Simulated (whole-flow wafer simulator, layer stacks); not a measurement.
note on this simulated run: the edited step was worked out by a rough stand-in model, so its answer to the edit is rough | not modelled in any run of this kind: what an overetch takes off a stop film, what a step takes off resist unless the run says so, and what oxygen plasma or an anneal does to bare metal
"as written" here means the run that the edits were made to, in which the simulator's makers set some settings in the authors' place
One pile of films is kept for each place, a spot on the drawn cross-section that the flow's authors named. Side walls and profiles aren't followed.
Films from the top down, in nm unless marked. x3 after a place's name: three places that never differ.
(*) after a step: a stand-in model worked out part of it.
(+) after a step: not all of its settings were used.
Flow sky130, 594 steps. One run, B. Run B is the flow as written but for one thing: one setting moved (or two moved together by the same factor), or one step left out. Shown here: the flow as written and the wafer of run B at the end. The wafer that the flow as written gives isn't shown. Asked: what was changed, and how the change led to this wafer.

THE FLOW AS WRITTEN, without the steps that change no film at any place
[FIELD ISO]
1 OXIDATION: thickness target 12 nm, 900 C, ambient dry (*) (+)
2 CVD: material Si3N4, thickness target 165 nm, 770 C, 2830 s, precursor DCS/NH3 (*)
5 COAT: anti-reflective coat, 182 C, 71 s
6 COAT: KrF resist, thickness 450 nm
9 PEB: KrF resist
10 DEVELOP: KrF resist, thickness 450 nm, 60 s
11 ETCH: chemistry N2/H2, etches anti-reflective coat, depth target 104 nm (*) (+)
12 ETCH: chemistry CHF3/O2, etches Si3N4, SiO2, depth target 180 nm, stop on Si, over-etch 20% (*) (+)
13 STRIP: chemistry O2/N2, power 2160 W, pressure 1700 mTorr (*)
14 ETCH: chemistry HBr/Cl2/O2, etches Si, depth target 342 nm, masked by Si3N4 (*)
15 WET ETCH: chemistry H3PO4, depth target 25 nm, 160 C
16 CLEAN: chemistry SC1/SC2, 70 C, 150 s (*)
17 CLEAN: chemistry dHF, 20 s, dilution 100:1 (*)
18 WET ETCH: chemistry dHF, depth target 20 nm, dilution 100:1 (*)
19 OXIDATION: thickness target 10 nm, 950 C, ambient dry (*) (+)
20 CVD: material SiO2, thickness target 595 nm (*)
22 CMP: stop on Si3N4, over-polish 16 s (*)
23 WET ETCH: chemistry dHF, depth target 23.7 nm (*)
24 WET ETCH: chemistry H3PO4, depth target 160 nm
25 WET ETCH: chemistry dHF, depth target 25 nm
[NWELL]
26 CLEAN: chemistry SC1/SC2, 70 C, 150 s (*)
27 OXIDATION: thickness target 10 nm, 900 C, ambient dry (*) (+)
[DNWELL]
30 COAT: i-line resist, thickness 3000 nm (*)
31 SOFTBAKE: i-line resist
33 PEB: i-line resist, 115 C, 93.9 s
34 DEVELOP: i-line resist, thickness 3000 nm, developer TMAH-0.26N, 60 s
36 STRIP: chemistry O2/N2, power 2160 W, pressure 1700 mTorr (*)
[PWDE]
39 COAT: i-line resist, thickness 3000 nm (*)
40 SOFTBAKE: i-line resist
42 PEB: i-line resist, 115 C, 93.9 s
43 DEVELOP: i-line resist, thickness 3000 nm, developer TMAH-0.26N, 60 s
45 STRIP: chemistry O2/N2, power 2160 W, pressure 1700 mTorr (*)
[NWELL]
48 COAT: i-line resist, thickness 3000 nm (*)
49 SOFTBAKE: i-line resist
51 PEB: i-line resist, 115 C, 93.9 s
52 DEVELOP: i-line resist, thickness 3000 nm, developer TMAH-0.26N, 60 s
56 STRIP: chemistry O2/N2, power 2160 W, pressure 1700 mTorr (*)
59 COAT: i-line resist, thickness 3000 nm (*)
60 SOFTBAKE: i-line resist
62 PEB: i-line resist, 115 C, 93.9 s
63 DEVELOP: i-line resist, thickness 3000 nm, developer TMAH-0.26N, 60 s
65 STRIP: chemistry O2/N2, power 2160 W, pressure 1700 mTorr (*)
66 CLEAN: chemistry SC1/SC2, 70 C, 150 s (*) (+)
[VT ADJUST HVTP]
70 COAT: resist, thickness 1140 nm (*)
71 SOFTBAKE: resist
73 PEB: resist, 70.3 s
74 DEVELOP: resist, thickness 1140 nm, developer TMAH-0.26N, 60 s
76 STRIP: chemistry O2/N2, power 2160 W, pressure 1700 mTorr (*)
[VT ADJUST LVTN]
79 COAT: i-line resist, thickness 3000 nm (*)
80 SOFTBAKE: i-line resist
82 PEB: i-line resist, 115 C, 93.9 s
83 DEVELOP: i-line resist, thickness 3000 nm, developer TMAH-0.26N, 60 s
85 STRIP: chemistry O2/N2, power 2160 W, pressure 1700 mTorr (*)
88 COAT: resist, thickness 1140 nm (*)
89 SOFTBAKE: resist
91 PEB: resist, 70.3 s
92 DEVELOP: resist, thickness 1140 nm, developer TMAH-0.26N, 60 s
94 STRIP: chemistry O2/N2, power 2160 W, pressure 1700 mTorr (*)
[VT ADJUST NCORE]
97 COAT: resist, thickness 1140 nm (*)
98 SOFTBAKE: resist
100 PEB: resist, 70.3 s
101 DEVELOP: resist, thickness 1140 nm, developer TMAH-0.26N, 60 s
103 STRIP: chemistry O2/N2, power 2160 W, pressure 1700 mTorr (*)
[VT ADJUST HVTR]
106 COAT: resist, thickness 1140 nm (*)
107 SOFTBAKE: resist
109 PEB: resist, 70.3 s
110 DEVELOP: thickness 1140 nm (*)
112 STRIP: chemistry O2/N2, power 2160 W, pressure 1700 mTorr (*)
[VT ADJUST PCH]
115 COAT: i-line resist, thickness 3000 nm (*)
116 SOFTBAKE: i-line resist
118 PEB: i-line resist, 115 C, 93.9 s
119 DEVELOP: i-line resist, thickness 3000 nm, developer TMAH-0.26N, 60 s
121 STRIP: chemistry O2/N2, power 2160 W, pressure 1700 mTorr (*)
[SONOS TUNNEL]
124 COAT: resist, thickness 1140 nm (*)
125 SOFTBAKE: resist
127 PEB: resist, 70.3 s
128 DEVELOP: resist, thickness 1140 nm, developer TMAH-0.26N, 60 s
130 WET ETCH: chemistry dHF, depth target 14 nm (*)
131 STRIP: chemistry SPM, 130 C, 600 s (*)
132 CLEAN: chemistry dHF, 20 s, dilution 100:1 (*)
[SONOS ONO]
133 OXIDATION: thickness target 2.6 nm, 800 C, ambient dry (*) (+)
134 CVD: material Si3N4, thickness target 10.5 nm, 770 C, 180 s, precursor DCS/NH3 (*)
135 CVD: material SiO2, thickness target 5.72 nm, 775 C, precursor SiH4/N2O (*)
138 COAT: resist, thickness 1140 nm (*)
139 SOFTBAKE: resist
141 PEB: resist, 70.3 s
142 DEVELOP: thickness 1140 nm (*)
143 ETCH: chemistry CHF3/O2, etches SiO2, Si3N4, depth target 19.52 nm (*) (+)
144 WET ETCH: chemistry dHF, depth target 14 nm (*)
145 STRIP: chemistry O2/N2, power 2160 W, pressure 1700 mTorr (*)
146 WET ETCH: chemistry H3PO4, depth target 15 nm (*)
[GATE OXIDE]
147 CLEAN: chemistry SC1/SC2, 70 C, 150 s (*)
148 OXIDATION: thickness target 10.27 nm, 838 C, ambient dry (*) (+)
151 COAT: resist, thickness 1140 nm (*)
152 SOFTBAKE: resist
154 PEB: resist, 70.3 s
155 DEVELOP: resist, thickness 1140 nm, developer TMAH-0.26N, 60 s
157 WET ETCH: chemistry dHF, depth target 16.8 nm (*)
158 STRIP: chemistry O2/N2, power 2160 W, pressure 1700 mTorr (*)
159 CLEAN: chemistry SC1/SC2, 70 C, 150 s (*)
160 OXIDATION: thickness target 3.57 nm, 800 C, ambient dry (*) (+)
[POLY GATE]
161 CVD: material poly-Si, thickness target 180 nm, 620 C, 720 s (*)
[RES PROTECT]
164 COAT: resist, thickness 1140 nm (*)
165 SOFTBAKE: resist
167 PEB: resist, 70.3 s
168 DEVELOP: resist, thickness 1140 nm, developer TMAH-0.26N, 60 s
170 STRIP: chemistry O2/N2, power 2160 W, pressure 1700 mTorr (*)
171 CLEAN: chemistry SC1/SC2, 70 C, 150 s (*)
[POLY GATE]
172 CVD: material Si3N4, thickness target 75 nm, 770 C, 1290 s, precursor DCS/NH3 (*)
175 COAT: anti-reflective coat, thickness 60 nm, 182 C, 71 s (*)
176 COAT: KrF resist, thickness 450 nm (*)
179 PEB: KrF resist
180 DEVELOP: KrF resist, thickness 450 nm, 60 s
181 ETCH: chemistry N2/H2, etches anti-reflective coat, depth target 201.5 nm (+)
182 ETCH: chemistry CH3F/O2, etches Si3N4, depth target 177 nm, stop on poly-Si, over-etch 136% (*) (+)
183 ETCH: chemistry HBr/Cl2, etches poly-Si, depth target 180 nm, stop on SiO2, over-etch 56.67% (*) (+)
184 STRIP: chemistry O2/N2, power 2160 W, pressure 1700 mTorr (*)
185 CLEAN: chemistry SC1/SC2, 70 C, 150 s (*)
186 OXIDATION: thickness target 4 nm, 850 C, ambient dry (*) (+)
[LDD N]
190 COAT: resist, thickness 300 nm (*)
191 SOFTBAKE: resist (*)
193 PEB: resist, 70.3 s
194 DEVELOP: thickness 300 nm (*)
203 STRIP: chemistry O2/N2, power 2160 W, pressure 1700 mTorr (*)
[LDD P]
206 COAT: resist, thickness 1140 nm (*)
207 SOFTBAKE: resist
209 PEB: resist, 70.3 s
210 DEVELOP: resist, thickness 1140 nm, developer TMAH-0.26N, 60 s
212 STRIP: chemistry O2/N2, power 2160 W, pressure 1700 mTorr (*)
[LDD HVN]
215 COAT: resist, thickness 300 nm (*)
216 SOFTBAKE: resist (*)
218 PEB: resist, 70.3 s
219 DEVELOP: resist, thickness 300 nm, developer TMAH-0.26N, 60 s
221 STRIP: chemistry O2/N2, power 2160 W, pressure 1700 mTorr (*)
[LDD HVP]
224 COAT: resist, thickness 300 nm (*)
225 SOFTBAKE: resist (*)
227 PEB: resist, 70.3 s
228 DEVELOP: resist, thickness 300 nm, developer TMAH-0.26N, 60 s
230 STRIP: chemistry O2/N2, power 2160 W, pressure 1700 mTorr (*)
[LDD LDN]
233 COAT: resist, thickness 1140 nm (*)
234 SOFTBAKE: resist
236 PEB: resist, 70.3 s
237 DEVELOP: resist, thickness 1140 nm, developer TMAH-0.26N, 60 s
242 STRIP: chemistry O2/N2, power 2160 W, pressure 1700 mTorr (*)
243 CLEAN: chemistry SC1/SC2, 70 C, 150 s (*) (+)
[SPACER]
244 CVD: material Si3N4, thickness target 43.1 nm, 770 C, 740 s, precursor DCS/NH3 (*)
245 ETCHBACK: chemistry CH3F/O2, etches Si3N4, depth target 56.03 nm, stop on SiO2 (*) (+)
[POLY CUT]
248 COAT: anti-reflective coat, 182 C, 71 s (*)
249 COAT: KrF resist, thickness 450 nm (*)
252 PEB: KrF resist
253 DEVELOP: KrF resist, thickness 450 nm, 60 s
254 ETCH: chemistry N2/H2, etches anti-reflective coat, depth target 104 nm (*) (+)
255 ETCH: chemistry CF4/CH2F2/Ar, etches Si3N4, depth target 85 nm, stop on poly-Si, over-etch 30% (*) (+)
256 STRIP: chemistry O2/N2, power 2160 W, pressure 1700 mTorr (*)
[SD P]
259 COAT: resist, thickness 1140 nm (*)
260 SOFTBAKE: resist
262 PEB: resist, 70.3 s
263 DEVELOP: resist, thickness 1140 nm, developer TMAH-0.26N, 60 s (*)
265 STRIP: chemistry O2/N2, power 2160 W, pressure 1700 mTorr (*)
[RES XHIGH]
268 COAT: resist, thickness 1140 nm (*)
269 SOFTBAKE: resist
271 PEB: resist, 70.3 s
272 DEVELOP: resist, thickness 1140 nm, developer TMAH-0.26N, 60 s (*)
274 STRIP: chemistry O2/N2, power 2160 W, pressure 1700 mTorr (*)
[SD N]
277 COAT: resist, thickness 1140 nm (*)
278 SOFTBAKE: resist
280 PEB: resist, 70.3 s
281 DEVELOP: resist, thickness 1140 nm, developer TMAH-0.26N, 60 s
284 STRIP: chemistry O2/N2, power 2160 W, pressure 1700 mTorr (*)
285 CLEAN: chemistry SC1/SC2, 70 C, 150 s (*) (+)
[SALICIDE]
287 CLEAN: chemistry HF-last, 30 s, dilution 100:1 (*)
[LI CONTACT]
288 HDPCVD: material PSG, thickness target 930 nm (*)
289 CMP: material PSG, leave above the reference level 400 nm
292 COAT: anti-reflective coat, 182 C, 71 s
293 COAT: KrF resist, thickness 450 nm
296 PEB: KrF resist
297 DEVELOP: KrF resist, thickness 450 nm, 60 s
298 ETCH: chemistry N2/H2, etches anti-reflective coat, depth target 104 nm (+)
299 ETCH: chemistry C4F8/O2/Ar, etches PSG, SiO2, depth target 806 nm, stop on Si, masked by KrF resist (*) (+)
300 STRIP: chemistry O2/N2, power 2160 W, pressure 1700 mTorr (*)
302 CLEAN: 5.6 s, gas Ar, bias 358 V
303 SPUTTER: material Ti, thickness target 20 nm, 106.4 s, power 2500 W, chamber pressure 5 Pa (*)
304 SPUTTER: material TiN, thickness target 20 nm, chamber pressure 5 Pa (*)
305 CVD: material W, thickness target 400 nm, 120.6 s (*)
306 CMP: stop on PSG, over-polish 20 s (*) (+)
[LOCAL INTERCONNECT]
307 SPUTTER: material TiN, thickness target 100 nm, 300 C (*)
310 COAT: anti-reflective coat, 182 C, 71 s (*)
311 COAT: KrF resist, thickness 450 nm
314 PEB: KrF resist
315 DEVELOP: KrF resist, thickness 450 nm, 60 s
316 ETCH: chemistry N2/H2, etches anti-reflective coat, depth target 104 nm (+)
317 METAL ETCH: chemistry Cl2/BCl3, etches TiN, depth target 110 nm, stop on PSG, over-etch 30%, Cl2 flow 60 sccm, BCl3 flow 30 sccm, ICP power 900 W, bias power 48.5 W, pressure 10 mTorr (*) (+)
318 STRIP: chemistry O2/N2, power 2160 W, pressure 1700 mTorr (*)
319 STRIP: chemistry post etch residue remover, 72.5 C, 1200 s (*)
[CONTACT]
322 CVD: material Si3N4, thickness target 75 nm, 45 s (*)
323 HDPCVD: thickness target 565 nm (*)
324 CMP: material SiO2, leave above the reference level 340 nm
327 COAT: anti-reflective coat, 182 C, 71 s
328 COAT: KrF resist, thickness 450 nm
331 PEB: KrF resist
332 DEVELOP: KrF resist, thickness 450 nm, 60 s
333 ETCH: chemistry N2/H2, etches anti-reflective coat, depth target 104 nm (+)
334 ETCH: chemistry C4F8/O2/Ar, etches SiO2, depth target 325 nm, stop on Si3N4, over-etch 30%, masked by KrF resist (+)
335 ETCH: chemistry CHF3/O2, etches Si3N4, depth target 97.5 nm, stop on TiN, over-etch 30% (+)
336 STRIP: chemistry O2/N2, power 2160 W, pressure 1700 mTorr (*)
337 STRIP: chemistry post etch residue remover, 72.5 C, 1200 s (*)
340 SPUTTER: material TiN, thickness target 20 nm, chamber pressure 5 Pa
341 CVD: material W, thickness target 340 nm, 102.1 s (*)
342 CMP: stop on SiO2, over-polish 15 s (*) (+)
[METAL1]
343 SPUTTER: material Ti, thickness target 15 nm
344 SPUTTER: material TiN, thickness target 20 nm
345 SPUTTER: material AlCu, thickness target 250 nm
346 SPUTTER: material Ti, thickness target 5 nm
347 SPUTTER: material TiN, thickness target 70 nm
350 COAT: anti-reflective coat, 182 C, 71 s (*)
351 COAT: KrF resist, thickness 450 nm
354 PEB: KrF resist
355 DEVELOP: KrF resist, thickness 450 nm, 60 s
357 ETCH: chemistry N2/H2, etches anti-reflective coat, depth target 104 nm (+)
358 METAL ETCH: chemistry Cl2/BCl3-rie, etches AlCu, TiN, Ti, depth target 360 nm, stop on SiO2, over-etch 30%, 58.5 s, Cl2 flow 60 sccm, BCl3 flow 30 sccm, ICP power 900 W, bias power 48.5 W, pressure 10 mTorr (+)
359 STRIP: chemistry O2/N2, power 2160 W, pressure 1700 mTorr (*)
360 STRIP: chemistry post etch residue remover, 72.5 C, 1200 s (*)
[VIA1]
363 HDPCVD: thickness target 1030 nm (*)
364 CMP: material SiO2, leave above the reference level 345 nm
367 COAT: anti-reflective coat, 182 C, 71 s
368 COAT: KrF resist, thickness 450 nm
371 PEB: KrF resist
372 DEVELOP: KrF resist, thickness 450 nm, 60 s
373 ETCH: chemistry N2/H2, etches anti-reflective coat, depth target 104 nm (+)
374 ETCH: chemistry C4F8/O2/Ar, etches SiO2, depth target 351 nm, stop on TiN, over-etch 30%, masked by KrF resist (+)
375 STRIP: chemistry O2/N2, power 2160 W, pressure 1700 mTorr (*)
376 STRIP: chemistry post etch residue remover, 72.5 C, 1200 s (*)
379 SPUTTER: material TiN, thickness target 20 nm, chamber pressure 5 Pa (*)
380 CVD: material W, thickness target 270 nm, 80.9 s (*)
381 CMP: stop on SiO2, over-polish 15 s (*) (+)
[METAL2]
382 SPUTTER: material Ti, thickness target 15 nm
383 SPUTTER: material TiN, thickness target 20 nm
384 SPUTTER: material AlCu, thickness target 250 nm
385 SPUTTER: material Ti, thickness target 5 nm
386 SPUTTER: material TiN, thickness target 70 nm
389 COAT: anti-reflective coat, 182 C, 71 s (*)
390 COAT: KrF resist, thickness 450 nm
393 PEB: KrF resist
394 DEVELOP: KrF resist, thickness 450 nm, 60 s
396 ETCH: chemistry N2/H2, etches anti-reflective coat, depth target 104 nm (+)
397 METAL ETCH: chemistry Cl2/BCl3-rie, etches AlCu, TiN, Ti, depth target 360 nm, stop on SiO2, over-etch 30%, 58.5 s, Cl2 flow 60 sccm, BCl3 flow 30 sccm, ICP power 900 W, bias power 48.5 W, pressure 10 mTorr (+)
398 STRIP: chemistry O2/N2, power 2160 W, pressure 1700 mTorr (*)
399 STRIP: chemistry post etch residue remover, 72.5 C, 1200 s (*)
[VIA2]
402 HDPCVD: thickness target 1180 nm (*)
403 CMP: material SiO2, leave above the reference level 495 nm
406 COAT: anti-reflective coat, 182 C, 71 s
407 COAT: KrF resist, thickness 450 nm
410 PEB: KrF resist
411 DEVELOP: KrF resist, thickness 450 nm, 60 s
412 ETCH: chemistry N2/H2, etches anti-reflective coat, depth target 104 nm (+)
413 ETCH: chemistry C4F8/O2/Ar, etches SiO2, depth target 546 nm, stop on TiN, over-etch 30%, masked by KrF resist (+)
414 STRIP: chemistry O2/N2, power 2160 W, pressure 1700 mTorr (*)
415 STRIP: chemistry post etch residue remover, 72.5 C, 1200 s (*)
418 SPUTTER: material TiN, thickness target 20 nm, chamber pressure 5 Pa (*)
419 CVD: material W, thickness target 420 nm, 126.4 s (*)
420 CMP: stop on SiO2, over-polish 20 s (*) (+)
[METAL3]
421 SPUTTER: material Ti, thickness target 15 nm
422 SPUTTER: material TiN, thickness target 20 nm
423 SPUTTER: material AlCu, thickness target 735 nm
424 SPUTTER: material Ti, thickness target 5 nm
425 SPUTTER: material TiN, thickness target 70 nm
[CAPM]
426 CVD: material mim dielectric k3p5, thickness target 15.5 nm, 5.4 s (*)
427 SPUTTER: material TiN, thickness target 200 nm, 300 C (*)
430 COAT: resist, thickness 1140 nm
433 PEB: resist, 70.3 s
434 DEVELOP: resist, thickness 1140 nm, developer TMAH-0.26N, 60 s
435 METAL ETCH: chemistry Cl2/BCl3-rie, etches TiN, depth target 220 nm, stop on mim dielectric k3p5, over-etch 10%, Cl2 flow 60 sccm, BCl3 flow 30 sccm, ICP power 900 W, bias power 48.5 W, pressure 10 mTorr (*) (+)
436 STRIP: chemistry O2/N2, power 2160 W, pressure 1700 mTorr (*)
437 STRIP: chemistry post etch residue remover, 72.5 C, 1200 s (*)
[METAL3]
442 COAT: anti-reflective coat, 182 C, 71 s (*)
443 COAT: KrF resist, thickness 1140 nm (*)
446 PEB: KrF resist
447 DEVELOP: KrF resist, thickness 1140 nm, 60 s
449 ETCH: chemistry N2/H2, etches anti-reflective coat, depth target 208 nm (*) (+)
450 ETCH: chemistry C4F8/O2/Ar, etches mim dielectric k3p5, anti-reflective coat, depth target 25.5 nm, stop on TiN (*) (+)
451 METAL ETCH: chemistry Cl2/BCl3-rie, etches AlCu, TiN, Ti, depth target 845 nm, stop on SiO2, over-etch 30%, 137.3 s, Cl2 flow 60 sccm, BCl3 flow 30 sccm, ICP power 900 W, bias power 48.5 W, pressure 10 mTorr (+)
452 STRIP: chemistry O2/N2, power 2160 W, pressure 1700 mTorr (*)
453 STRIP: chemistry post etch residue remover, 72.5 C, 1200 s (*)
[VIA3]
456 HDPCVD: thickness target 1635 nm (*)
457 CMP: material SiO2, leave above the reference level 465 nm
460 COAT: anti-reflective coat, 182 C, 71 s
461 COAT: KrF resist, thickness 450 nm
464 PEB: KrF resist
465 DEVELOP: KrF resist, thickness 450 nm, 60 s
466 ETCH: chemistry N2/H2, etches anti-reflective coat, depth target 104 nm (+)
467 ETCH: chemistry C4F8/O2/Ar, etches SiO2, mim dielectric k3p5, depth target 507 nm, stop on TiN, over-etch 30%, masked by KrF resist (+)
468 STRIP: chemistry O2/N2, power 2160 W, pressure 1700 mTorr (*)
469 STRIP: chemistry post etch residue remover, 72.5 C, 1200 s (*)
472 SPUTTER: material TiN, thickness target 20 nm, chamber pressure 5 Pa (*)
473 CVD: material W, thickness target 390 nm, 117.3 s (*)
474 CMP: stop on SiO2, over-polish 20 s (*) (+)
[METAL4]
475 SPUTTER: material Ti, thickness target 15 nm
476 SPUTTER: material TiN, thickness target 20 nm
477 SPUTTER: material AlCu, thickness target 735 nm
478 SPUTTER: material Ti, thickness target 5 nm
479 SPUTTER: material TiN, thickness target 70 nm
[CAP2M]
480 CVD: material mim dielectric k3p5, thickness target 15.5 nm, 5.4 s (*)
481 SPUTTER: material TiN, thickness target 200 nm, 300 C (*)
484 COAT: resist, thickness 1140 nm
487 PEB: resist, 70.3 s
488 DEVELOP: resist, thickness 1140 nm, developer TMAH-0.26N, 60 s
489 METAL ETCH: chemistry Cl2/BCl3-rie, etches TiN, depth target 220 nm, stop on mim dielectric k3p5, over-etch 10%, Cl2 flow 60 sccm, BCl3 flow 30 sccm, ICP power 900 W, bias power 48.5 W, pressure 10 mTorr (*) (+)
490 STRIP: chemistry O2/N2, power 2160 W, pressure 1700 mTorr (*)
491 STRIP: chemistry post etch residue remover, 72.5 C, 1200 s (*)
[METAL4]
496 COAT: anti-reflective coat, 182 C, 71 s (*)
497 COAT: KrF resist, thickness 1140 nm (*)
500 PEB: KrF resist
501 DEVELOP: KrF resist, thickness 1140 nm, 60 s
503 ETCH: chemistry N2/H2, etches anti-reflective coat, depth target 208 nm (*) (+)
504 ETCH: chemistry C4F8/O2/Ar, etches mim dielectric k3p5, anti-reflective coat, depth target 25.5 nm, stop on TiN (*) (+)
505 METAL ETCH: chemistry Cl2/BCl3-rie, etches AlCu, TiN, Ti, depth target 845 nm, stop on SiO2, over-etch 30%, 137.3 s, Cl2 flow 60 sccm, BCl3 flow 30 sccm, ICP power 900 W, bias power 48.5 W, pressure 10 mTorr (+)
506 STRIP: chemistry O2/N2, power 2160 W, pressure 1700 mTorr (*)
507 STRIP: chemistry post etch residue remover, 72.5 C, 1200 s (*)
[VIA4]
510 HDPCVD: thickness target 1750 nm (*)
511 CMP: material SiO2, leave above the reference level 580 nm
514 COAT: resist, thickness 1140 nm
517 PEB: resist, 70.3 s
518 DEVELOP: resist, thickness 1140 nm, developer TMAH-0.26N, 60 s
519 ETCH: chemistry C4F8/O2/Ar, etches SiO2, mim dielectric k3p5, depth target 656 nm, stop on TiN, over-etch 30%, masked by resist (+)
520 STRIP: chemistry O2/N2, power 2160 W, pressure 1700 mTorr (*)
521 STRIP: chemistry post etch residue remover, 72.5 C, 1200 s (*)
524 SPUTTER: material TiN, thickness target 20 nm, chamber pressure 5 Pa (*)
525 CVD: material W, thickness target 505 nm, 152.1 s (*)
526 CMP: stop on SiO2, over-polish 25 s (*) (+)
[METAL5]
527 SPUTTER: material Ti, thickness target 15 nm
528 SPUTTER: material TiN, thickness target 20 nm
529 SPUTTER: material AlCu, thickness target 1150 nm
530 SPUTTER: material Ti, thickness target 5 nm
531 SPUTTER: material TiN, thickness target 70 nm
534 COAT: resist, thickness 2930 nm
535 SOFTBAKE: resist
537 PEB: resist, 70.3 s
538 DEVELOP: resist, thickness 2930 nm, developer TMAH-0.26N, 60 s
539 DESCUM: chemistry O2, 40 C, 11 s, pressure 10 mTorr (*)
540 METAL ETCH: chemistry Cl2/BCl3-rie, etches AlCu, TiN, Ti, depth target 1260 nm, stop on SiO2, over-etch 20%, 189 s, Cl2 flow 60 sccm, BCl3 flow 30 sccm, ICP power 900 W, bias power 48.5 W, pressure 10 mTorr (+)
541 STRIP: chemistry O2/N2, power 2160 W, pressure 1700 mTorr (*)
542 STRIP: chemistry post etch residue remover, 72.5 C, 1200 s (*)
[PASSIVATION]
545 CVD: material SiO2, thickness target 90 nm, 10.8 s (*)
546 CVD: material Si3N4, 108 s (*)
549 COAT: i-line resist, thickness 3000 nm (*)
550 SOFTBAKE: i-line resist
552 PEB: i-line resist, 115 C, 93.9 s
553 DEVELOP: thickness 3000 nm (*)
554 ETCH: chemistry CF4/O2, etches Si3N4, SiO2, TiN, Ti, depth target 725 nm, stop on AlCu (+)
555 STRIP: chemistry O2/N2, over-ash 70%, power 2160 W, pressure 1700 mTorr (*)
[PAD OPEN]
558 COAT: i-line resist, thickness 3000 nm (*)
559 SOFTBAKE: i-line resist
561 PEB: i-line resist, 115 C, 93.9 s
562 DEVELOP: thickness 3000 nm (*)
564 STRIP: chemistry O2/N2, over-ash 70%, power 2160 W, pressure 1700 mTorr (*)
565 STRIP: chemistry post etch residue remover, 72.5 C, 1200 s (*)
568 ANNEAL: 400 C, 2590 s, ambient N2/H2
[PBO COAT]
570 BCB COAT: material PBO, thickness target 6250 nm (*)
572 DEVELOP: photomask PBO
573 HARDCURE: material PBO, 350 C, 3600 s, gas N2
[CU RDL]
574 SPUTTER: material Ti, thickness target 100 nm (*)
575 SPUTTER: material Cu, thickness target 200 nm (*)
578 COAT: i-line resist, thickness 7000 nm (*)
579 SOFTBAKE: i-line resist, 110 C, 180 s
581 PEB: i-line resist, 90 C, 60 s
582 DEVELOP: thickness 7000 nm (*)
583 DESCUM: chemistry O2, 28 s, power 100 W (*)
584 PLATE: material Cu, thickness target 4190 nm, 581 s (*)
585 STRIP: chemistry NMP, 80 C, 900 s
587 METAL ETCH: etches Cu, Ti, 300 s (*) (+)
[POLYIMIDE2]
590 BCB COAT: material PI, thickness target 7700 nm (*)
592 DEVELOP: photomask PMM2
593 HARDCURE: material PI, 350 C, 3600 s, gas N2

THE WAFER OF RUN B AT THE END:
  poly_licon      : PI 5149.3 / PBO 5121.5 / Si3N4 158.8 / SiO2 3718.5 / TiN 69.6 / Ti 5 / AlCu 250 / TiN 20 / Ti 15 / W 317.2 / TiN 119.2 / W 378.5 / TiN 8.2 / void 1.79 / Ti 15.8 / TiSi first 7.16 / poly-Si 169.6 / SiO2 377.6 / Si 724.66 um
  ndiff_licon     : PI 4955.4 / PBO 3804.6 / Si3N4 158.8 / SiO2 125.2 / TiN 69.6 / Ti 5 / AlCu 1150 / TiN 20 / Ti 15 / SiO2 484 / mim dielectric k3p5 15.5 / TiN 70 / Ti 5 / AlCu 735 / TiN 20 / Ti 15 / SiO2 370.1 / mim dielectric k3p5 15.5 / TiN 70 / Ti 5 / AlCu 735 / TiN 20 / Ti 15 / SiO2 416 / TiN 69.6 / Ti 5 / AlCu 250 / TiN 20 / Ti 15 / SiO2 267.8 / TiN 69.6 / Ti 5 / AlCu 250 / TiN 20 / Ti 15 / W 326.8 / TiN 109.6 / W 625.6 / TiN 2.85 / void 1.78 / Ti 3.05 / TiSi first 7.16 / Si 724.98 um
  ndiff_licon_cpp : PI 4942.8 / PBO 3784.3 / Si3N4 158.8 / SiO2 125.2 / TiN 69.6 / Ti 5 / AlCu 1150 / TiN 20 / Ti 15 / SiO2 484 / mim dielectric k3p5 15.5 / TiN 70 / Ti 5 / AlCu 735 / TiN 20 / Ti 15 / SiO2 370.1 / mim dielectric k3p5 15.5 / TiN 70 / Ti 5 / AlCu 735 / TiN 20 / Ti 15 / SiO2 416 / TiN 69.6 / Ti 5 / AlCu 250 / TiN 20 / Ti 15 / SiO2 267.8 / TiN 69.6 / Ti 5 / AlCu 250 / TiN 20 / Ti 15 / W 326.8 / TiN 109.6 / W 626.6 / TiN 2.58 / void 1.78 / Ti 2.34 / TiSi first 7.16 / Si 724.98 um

The cause: step 304, SPUTTER: thickness target 8.2 nm was run, where the flow has thickness target 20 nm.
It can be read off the wafer: poly_licon has TiN 8.2, and step 304 as written asks for 20 nm.

How the change led to this, step by step:
  304 SPUTTER: material TiN, thickness target 20 nm, chamber pressure 5 Pa (*)
      field, active, n_well and 185 more: TiN +8.2 (new film) (as written it would be: TiN +20 (new film))
      ndiff_licon: TiN +2.85 (new film) (as written it would be: TiN +6.83 (new film))
      (and at 2 more places)
  306 CMP: stop on PSG, over-polish 20 s (*) (+)
      field, active, n_well and 184 more: W -400 (all of it), TiN -8.2 (all of it), Ti -20 (all of it), PSG -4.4 (as written it would be: W -400 (all of it), TiN -20 (all of it), Ti -20 (all of it), PSG -4.4)
      ndiff_licon, ndiff_licon_cpp, rpo_hd_licon: W -433.1 (as written it would be: W -444.9)
      (and at 1 more place)
